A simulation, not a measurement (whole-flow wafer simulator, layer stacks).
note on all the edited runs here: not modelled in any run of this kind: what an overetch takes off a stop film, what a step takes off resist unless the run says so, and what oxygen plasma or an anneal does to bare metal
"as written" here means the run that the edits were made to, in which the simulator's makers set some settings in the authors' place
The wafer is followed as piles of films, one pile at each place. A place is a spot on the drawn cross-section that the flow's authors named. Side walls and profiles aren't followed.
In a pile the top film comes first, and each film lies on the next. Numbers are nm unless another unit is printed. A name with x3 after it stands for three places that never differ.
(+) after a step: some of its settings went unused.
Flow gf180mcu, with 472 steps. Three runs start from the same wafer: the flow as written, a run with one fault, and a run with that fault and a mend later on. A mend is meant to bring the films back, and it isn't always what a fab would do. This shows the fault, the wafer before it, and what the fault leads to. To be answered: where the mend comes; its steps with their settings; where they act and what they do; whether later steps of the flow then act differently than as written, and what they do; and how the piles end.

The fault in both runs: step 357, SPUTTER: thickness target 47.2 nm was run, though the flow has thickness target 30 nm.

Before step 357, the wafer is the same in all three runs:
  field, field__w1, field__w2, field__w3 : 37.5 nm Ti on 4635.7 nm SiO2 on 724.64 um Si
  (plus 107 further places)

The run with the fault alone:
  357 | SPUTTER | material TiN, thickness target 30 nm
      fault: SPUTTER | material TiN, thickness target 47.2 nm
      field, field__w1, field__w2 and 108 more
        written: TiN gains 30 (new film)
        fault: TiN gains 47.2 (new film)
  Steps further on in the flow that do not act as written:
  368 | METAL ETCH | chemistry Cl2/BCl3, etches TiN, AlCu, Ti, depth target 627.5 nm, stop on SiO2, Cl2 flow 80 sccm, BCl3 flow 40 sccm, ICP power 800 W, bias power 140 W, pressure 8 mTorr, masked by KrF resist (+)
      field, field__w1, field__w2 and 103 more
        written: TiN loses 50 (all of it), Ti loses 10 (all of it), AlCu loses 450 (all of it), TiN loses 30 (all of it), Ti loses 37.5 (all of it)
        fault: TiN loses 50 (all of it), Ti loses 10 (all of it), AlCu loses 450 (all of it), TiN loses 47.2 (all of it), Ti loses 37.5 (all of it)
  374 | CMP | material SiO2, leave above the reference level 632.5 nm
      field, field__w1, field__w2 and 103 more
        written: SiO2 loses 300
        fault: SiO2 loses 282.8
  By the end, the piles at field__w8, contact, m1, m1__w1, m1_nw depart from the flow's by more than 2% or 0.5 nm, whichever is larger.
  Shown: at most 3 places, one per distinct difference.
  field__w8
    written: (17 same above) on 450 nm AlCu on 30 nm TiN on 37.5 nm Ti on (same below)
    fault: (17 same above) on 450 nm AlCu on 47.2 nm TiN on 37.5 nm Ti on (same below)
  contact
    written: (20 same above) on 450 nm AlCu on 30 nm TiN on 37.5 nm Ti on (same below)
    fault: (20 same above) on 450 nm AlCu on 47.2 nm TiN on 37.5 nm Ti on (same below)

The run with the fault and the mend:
  After step 367 comes the mend.
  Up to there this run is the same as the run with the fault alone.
  368 | METAL ETCH | chemistry Cl2/BCl3, etches TiN, AlCu, Ti, depth target 644.7 nm, stop on SiO2, Cl2 flow 80 sccm, BCl3 flow 40 sccm, ICP power 800 W, bias power 140 W, pressure 8 mTorr, masked by KrF resist (+) (the flow's step 368; as written it has depth target 627.5 nm)
      field, field__w1, field__w2 and 103 more
        TiN loses 50 (all of it), Ti loses 10 (all of it), AlCu loses 450 (all of it), TiN loses 47.2 (all of it), Ti loses 37.5 (all of it)
      field__w8, contact, m1, m1__w1, m1_nw
        KrF resist loses 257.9
  Steps further on in the flow that do not act as written (1 other step is not shown; it differs only slightly, by no more than 2% or 0.5 nm, whichever is larger):
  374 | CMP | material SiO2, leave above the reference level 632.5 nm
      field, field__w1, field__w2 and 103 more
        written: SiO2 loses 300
        mend: SiO2 loses 282.8
  By the end, the piles at field__w8, contact, m1, m1__w1, m1_nw depart from the flow's by more than 2% or 0.5 nm, whichever is larger.
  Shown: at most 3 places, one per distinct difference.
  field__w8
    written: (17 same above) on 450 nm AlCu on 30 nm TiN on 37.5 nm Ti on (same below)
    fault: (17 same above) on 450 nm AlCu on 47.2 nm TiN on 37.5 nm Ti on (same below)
    mend: (17 same above) on 450 nm AlCu on 47.2 nm TiN on 37.5 nm Ti on (same below)
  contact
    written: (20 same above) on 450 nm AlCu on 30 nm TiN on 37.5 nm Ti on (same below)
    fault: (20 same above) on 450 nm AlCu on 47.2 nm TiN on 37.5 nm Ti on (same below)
    mend: (20 same above) on 450 nm AlCu on 47.2 nm TiN on 37.5 nm Ti on (same below)
